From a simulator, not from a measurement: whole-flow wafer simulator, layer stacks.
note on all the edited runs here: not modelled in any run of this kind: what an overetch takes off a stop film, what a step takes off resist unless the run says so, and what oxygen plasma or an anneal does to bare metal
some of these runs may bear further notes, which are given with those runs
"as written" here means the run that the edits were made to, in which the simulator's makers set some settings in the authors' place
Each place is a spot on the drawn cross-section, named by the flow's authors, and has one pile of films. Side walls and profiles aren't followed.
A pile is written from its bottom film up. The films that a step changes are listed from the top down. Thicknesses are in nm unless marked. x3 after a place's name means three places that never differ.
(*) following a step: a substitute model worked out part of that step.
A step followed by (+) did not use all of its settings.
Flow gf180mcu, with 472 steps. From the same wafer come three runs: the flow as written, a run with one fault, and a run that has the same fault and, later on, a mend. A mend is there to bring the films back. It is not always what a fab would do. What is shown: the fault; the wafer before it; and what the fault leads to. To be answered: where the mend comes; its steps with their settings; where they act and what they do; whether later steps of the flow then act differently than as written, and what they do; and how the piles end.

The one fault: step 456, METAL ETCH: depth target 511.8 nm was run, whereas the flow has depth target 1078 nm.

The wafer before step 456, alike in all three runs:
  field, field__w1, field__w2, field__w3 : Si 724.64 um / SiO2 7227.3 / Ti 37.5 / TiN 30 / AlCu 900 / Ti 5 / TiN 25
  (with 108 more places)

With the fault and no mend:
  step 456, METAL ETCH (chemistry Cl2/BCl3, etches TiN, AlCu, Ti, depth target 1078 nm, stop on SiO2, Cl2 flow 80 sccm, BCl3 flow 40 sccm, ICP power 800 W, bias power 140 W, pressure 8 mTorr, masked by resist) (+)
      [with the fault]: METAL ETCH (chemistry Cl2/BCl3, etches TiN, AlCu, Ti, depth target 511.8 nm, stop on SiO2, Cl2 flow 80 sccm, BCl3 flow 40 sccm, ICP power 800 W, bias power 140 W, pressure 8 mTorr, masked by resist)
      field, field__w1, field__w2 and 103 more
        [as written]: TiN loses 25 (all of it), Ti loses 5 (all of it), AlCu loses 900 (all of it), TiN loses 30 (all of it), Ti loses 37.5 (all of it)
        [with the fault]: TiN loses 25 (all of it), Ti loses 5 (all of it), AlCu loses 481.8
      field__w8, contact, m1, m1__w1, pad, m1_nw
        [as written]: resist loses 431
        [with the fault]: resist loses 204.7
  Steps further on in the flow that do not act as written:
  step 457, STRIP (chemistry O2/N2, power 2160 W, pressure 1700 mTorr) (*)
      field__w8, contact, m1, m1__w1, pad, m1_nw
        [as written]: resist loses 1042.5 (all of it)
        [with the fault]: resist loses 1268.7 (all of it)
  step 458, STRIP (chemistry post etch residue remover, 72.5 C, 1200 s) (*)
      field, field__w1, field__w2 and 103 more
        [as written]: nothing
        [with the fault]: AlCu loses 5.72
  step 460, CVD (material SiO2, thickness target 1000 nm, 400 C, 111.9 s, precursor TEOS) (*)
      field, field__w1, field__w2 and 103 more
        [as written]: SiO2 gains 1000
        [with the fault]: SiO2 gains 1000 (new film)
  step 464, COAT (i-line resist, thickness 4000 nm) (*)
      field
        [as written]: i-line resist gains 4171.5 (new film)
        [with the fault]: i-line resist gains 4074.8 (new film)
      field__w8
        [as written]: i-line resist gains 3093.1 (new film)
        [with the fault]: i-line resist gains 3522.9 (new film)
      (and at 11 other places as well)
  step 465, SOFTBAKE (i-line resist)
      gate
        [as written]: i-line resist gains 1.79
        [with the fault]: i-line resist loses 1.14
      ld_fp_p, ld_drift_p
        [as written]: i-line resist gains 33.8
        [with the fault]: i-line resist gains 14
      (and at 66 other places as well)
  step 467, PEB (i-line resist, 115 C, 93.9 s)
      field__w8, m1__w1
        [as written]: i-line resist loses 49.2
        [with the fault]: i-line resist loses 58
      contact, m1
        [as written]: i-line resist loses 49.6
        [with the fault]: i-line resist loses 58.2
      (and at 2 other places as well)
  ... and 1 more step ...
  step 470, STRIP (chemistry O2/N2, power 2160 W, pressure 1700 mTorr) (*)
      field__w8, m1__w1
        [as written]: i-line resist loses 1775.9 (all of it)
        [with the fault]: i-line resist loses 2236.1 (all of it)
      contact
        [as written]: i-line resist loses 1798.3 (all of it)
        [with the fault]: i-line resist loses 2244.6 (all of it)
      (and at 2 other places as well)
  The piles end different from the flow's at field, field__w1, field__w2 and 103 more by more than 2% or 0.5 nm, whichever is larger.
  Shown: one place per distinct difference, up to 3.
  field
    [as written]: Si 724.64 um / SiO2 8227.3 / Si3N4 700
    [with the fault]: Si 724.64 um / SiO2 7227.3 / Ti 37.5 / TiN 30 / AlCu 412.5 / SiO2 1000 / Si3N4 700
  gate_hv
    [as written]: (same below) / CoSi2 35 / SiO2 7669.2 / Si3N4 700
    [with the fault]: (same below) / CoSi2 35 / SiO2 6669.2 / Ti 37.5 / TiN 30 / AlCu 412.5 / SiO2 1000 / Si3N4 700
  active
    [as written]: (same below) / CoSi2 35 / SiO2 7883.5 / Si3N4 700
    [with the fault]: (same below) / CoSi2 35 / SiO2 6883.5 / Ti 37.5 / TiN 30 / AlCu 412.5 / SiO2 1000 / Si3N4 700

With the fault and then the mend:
  The mend stands after step 456.
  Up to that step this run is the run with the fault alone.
  step 456a, METAL ETCH (chemistry Cl2/BCl3, etches TiN, AlCu, Ti, depth target 565.7 nm, stop on SiO2, Cl2 flow 80 sccm, BCl3 flow 40 sccm, ICP power 800 W, bias power 140 W, pressure 8 mTorr, masked by resist) (+) (the flow's step 456 again, with other settings)
      field, field__w1, field__w2 and 103 more
        AlCu loses 418.2 (all of it), TiN loses 30 (all of it), Ti loses 37.5 (all of it)
      field__w8, contact, m1, m1__w1, pad, m1_nw
        resist loses 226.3
  Every later step of the flow that is run acts as written at every place that is followed.
  At every place that both follow, the piles at the end match the flow's.
